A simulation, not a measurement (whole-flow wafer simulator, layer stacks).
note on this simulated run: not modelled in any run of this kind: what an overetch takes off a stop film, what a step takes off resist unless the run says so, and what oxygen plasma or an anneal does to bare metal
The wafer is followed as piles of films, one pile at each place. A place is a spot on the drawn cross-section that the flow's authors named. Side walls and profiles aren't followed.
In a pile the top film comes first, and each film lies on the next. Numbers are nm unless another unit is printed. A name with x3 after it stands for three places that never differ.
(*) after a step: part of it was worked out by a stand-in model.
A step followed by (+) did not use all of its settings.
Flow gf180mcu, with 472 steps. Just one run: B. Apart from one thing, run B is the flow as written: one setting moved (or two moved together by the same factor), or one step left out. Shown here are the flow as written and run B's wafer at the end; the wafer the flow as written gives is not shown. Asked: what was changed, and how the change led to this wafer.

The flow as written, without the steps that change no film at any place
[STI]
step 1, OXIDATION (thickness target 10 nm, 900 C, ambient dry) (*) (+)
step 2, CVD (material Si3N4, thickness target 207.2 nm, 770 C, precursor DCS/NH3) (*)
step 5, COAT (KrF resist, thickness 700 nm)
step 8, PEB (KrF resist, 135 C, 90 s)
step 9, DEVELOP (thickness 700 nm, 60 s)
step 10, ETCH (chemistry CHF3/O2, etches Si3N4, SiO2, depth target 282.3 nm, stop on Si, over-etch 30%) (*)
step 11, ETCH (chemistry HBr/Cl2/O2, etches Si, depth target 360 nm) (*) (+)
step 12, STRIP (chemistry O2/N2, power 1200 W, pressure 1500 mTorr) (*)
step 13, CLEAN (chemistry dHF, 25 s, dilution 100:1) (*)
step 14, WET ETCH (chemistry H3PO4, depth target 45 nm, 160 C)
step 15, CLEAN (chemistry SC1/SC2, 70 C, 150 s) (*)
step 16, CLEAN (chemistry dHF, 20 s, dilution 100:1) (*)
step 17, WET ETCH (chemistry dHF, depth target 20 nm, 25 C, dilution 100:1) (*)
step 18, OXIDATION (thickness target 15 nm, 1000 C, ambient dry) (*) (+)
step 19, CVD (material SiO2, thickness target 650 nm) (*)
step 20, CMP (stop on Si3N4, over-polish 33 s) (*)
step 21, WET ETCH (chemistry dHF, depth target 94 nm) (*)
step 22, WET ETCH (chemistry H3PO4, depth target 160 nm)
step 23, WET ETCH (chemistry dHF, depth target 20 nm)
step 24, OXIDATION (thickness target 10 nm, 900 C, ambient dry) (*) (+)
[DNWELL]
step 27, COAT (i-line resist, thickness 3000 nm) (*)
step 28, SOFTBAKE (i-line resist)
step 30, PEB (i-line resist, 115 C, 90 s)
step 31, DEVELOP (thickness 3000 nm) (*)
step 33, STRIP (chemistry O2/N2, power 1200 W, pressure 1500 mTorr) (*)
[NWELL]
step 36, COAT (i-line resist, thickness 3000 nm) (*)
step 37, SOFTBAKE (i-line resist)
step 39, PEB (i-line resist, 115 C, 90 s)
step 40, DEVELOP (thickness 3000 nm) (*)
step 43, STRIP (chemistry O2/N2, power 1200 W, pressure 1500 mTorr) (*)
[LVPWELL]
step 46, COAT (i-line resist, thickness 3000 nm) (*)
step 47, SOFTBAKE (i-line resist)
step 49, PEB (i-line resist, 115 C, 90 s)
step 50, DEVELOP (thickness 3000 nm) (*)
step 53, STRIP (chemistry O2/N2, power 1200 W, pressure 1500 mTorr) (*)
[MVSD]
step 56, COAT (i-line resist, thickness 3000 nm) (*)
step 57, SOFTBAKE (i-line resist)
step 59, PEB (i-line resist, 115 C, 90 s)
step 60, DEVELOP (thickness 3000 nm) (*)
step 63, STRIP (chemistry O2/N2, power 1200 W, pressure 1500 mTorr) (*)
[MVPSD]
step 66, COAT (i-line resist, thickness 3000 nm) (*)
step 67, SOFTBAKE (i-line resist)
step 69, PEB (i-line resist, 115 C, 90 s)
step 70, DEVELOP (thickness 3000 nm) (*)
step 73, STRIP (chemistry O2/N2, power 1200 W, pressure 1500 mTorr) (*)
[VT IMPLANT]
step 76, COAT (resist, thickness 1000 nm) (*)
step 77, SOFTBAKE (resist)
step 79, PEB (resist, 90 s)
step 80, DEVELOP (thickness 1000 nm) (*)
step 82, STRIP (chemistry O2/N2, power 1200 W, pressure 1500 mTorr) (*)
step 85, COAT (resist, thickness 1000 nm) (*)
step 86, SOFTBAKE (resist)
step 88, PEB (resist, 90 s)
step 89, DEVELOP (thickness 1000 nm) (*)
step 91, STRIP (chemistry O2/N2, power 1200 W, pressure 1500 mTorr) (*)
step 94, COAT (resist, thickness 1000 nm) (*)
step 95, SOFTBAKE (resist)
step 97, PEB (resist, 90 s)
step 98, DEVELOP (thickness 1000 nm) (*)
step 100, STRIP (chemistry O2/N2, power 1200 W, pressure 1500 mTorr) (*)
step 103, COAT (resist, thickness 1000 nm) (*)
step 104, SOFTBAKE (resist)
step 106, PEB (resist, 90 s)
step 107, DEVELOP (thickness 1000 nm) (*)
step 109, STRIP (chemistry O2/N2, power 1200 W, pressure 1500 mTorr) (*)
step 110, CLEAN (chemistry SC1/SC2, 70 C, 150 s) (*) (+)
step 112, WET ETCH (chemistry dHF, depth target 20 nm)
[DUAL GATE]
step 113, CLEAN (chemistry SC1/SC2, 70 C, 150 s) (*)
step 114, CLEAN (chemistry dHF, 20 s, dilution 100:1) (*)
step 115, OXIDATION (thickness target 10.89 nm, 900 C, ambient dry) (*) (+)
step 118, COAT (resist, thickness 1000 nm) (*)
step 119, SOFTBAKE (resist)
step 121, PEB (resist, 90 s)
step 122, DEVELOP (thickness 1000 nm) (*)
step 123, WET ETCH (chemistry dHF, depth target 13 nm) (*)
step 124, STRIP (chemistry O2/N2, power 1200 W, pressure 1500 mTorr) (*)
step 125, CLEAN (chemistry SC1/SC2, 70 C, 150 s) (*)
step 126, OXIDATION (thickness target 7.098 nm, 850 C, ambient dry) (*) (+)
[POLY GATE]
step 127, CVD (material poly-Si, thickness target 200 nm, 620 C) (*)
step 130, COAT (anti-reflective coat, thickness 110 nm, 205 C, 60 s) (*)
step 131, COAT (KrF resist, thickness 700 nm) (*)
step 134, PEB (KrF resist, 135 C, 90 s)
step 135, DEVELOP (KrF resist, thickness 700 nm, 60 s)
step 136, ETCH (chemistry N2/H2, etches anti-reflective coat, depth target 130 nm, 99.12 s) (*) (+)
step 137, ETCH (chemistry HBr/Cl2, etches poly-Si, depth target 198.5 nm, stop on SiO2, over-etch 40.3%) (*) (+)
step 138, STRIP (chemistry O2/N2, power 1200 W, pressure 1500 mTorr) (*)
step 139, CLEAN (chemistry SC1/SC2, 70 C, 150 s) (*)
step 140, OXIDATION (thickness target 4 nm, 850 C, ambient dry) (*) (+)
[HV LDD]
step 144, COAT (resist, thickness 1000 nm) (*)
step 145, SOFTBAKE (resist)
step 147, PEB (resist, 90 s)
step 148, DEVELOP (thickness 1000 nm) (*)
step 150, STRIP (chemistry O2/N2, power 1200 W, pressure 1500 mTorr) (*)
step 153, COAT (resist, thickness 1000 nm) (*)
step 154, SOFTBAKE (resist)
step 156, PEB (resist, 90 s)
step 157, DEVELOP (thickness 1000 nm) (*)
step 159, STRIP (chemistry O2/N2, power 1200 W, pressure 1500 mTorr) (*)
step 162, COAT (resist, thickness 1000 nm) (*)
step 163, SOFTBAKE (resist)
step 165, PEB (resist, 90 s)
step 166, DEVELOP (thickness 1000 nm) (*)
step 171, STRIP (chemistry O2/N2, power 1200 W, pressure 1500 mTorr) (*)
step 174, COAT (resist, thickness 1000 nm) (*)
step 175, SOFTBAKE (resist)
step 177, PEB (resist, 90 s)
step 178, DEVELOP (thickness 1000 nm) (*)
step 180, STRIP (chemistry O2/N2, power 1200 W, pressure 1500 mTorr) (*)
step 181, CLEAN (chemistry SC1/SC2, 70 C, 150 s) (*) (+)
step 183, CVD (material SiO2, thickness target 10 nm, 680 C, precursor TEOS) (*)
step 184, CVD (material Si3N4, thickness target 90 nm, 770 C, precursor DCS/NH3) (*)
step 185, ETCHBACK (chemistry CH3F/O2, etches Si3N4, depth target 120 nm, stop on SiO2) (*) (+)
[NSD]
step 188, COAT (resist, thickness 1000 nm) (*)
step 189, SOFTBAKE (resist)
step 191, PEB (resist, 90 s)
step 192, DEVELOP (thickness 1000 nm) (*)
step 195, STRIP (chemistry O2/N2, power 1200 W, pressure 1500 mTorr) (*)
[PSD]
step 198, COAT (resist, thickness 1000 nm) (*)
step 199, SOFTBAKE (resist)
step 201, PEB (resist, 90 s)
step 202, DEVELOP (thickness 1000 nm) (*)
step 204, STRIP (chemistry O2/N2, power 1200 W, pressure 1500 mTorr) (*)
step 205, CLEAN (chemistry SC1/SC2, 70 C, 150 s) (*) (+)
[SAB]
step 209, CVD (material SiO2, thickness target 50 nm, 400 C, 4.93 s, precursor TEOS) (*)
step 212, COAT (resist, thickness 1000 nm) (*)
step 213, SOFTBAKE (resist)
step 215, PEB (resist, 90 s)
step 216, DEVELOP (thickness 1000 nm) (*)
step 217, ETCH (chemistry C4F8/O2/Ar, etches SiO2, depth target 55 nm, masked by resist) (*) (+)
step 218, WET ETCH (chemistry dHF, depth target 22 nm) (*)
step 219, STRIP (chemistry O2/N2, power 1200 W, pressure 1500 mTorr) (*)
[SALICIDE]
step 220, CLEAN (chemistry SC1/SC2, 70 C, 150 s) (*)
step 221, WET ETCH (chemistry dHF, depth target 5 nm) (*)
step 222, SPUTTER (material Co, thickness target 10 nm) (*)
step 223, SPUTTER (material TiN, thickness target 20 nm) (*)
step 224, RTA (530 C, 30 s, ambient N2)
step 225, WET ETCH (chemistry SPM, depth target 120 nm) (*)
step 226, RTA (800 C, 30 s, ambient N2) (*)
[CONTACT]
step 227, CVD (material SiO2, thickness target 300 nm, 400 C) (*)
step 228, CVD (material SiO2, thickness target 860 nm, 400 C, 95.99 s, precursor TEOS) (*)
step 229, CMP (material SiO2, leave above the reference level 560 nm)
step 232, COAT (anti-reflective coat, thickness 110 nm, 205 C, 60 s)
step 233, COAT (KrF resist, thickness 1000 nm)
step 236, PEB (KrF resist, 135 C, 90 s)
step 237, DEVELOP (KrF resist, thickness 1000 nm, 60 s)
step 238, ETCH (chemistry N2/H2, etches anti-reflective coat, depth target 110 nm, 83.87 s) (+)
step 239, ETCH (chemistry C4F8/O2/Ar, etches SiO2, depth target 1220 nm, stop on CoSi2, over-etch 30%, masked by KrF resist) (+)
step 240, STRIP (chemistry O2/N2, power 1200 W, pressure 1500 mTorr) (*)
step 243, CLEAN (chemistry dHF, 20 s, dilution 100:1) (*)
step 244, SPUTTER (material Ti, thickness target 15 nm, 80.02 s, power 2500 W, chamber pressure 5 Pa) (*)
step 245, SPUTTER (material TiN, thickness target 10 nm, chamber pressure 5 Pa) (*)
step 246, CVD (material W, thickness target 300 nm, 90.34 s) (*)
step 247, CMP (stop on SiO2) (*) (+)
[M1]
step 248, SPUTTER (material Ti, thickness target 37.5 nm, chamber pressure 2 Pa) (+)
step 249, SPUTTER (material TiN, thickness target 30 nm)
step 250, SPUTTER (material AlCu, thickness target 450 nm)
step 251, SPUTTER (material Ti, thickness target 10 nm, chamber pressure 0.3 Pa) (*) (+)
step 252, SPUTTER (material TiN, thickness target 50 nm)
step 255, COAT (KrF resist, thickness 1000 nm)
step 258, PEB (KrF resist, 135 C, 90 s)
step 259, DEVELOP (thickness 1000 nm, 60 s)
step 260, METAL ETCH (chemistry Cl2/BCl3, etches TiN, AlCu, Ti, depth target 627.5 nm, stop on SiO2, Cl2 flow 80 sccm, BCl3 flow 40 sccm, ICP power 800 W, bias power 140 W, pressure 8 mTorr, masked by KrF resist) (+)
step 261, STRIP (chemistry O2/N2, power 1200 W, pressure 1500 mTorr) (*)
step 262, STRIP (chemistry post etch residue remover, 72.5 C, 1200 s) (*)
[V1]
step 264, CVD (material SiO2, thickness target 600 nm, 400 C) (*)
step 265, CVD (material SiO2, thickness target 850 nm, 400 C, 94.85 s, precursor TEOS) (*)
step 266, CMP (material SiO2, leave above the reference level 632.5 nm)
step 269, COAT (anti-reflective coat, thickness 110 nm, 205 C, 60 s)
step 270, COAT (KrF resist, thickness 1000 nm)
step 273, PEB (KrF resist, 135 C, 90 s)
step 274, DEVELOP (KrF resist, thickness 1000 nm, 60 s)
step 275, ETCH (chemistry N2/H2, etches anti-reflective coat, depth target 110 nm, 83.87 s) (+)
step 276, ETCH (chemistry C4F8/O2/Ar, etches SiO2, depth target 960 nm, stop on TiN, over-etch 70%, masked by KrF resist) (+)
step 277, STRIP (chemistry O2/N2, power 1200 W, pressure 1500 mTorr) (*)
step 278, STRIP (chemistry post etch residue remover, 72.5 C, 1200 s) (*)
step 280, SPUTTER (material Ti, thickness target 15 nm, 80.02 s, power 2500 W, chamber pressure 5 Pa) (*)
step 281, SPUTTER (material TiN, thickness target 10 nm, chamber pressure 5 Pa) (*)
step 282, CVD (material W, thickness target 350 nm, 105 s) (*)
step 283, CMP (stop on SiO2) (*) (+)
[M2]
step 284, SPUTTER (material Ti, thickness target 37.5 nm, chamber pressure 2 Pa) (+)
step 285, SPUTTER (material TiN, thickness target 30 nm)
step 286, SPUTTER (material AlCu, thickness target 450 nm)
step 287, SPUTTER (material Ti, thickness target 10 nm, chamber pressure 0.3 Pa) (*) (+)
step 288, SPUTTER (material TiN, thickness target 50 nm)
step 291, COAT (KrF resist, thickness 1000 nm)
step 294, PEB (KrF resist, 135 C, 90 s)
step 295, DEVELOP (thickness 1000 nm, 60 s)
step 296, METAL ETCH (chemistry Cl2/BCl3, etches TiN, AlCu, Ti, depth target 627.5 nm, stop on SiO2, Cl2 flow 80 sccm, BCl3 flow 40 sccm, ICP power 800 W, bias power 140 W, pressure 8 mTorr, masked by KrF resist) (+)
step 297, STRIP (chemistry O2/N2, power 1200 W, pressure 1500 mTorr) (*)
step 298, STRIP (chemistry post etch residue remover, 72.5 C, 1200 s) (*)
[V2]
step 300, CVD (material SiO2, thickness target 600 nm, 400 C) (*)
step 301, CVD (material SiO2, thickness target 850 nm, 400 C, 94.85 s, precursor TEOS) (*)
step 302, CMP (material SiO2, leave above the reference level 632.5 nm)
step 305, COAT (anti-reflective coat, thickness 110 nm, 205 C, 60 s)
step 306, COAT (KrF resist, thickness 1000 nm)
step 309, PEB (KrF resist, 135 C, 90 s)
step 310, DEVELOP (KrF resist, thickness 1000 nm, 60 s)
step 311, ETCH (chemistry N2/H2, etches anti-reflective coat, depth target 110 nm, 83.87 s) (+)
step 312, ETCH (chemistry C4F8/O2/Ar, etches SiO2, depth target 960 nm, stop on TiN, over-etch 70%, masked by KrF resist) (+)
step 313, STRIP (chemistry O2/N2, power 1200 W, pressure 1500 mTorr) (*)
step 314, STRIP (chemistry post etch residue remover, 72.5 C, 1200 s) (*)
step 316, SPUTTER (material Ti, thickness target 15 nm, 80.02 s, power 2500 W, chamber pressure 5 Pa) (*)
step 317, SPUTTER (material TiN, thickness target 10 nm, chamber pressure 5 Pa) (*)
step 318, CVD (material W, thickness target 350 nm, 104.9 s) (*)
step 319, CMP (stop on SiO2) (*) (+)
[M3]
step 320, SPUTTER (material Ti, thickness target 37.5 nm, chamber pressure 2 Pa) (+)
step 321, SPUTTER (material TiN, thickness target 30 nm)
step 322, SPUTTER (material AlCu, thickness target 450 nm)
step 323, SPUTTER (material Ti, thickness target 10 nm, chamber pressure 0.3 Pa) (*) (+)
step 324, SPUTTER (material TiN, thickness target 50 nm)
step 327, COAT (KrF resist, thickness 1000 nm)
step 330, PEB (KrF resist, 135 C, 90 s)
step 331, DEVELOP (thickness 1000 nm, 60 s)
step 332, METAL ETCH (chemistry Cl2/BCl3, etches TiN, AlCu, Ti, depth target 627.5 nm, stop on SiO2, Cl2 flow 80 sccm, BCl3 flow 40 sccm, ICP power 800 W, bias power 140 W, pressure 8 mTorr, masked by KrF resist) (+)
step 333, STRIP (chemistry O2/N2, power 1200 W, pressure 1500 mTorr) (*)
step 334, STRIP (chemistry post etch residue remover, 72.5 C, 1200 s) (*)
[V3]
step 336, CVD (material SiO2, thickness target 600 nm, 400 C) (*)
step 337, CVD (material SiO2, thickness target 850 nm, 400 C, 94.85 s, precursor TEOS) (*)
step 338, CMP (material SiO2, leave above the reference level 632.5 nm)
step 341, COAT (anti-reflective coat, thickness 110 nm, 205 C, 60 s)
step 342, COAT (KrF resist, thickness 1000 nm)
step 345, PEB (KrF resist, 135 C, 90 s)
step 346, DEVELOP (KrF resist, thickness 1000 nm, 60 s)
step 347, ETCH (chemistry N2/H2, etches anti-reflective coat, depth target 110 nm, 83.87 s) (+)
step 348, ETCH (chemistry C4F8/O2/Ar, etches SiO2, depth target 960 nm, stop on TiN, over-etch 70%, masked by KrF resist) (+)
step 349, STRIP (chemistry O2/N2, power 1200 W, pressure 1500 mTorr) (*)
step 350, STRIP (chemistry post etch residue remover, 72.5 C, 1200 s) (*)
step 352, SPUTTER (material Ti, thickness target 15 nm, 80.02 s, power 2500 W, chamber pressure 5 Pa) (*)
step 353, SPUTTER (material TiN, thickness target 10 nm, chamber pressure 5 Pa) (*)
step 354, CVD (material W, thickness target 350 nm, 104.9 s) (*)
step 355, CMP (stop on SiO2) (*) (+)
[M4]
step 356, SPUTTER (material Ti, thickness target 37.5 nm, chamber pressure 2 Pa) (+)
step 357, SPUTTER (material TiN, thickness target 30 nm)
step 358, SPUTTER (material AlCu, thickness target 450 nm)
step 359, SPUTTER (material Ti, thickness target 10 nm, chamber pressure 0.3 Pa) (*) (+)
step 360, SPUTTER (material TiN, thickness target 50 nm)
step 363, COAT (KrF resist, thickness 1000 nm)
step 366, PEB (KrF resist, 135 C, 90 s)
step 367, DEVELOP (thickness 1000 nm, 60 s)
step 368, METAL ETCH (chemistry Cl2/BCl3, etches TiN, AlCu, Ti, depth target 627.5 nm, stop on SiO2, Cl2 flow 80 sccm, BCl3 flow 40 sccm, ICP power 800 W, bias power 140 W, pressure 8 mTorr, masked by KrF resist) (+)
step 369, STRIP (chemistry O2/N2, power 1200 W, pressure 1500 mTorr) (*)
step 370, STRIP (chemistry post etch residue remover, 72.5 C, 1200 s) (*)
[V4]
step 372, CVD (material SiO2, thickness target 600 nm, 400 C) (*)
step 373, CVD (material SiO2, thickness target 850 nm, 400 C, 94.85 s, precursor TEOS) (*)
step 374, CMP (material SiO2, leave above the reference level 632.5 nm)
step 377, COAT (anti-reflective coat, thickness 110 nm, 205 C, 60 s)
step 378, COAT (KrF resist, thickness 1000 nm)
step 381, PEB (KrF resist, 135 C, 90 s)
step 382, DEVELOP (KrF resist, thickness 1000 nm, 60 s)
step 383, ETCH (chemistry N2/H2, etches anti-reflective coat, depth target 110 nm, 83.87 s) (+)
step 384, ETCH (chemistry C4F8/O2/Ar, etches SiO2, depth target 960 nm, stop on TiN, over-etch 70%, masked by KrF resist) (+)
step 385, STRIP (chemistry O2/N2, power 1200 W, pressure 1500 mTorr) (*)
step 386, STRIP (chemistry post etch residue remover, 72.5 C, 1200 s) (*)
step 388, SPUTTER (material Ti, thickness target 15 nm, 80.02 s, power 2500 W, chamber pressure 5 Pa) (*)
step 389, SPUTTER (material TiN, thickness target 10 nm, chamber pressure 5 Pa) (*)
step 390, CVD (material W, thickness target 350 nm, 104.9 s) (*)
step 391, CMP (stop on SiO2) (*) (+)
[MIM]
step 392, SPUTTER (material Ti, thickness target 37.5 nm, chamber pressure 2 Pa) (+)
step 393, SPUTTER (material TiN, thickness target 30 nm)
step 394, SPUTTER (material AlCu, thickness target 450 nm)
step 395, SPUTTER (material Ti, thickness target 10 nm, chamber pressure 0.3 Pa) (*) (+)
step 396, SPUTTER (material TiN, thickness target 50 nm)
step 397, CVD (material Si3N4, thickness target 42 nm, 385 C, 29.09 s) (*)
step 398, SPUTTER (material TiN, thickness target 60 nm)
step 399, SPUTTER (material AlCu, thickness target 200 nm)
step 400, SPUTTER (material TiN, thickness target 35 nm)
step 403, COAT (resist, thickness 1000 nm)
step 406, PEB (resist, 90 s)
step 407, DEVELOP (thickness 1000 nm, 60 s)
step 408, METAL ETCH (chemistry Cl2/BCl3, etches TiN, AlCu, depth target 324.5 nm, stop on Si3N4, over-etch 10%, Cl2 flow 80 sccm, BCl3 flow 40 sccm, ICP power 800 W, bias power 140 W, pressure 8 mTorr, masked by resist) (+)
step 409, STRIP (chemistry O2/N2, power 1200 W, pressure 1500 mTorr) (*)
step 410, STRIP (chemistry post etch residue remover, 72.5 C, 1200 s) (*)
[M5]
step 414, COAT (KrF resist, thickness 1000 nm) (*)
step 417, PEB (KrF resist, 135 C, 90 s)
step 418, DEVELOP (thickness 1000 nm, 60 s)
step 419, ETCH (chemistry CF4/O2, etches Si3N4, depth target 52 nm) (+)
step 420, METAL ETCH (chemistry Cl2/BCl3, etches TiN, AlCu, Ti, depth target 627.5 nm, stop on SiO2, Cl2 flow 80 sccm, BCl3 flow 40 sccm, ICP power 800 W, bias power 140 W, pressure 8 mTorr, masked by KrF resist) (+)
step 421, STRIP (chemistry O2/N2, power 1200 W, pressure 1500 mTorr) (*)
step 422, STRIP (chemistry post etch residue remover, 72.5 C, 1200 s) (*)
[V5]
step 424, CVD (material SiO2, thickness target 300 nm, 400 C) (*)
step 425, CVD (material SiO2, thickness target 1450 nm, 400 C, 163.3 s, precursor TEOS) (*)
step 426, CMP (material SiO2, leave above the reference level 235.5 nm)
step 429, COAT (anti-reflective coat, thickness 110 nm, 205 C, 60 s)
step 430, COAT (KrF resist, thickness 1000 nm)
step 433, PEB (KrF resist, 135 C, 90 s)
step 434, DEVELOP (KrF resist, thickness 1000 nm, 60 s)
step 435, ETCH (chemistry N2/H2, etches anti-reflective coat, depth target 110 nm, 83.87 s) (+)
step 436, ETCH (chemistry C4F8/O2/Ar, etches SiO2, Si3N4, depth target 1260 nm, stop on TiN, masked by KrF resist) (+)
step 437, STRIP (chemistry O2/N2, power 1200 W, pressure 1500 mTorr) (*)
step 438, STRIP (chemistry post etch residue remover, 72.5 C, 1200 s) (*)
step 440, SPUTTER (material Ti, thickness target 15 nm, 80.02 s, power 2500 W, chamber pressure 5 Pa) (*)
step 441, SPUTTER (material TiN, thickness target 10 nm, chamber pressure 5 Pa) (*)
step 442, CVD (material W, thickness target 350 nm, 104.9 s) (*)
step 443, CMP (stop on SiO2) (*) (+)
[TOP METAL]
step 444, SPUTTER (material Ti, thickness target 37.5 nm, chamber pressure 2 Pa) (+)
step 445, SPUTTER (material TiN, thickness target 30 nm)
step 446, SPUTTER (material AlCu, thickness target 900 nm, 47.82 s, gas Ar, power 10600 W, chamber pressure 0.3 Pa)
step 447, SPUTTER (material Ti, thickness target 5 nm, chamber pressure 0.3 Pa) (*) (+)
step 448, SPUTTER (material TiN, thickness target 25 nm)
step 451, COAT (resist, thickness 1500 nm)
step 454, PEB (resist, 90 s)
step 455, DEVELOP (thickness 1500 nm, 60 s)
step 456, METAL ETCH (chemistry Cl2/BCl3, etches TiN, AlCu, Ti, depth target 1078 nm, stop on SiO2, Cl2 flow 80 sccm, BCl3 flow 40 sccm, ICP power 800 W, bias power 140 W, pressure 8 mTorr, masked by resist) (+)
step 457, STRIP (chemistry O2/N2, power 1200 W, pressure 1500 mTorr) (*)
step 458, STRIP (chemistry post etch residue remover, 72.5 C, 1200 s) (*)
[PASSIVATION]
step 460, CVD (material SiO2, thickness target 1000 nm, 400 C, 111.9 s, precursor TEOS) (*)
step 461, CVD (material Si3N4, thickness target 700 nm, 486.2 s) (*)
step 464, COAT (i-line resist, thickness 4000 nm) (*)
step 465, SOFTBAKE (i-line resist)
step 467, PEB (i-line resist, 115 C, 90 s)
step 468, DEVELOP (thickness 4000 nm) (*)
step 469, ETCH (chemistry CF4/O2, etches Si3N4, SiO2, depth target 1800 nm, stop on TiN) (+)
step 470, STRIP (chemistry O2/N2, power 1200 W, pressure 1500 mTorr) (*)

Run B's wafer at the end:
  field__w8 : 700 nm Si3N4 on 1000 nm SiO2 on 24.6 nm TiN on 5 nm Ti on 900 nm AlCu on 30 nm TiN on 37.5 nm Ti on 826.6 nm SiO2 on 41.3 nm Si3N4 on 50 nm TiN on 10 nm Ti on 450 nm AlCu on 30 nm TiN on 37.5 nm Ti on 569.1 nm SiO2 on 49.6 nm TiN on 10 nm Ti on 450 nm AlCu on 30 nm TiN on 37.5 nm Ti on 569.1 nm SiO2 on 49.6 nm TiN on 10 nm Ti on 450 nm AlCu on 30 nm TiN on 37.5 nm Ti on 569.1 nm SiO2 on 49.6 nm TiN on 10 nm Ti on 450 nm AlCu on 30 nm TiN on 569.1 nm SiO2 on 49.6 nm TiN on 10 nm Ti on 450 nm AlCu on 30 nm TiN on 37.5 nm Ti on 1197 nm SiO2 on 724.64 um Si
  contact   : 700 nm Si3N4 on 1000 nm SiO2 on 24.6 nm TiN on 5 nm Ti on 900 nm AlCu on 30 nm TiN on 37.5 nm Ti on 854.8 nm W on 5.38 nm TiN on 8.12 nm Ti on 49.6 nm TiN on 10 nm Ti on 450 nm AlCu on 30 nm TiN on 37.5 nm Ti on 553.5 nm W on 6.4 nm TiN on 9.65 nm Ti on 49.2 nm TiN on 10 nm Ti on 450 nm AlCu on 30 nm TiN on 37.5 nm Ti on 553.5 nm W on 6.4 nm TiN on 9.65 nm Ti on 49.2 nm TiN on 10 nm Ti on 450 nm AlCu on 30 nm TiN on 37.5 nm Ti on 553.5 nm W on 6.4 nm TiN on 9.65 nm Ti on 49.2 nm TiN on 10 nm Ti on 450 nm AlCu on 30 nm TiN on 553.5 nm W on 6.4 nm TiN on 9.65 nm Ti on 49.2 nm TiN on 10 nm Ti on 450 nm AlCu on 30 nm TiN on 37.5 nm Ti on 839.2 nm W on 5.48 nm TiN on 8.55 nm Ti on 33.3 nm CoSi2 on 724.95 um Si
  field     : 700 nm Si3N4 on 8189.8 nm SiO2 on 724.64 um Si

What caused this: step 284, SPUTTER: material Ti, thickness target 37.5 nm, chamber pressure 2 Pa (+), was omitted.

Step by step, how the change led to this:
  step 296, METAL ETCH (chemistry Cl2/BCl3, etches TiN, AlCu, Ti, depth target 627.5 nm, stop on SiO2, Cl2 flow 80 sccm, BCl3 flow 40 sccm, ICP power 800 W, bias power 140 W, pressure 8 mTorr, masked by KrF resist) (+)
      field, field__w1, field__w2 and 103 more: -50 TiN (all of it), -10 Ti (all of it), -450 AlCu (all of it), -30 TiN (all of it) (it would be, as written: -50 TiN (all of it), -10 Ti (all of it), -450 AlCu (all of it), -30 TiN (all of it), -37.5 Ti (all of it))
  step 302, CMP (material SiO2, leave above the reference level 632.5 nm)
      field, field__w1, field__w2 and 103 more: -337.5 SiO2 (it would be, as written: -300 SiO2)
